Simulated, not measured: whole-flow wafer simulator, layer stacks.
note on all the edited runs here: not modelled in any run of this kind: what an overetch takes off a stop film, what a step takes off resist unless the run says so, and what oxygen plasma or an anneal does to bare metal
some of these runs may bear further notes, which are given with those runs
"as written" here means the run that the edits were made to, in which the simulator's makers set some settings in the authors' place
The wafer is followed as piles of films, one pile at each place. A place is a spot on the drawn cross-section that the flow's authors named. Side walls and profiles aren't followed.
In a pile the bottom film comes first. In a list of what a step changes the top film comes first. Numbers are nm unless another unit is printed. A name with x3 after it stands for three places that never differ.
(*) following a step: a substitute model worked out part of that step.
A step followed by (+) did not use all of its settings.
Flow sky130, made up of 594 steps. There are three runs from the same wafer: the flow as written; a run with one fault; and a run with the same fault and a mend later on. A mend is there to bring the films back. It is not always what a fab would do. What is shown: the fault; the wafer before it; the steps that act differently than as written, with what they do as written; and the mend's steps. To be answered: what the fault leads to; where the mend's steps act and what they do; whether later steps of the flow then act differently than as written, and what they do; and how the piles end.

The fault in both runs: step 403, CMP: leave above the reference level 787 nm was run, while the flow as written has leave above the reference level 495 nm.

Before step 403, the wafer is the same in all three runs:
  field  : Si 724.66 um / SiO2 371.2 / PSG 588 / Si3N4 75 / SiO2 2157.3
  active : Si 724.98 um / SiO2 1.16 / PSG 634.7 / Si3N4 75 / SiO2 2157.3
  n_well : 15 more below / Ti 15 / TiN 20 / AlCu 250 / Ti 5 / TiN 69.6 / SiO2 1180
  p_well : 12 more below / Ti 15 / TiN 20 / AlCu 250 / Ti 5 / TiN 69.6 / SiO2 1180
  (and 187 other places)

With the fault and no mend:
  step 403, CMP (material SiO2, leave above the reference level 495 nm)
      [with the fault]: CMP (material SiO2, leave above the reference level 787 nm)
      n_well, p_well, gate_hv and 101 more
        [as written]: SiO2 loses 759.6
        [with the fault]: SiO2 loses 467.6
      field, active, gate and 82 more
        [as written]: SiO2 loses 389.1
        [with the fault]: SiO2 loses 97.1
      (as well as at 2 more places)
  Steps later in the flow that act otherwise than as written (not shown: 3 more steps that differ only slightly, by at most 2% or 0.5 nm, whichever is larger):
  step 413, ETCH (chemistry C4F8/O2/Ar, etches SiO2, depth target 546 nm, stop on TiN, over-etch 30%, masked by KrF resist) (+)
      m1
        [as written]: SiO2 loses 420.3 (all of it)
        [with the fault]: SiO2 loses 546
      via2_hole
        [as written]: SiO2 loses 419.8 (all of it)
        [with the fault]: SiO2 loses 546
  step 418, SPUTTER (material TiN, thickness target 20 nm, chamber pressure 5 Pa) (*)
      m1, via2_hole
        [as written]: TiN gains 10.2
        [with the fault]: TiN gains 8.63 (new film)
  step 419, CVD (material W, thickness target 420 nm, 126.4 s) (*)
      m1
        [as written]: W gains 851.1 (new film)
        [with the fault]: W gains 978 (new film)
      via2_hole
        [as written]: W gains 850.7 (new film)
        [with the fault]: W gains 978 (new film)
  At field, active, n_well and 190 more, the piles at the end differ from the flow's by more than 2% or 0.5 nm, whichever is larger.
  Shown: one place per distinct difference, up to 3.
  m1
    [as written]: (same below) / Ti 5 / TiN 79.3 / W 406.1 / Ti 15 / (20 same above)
    [with the fault]: (same below) / Ti 5 / TiN 69.6 / SiO2 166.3 / TiN 8.63 / W 533 / Ti 15 / (20 same above)
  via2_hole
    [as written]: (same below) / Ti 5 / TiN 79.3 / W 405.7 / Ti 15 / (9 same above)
    [with the fault]: (same below) / Ti 5 / TiN 69.6 / SiO2 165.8 / TiN 8.63 / W 533 / Ti 15 / (9 same above)
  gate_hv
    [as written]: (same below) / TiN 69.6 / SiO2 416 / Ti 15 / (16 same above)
    [with the fault]: (same below) / TiN 69.6 / SiO2 708 / Ti 15 / (16 same above)

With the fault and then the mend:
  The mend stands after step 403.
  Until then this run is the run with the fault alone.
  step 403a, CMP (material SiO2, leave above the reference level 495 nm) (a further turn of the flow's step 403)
      field, active, n_well and 188 more
        SiO2 loses 292
  None of the later steps of the flow acts differently than as written at any place that is followed.
  The piles end the same as the flow's at every place that both follow.
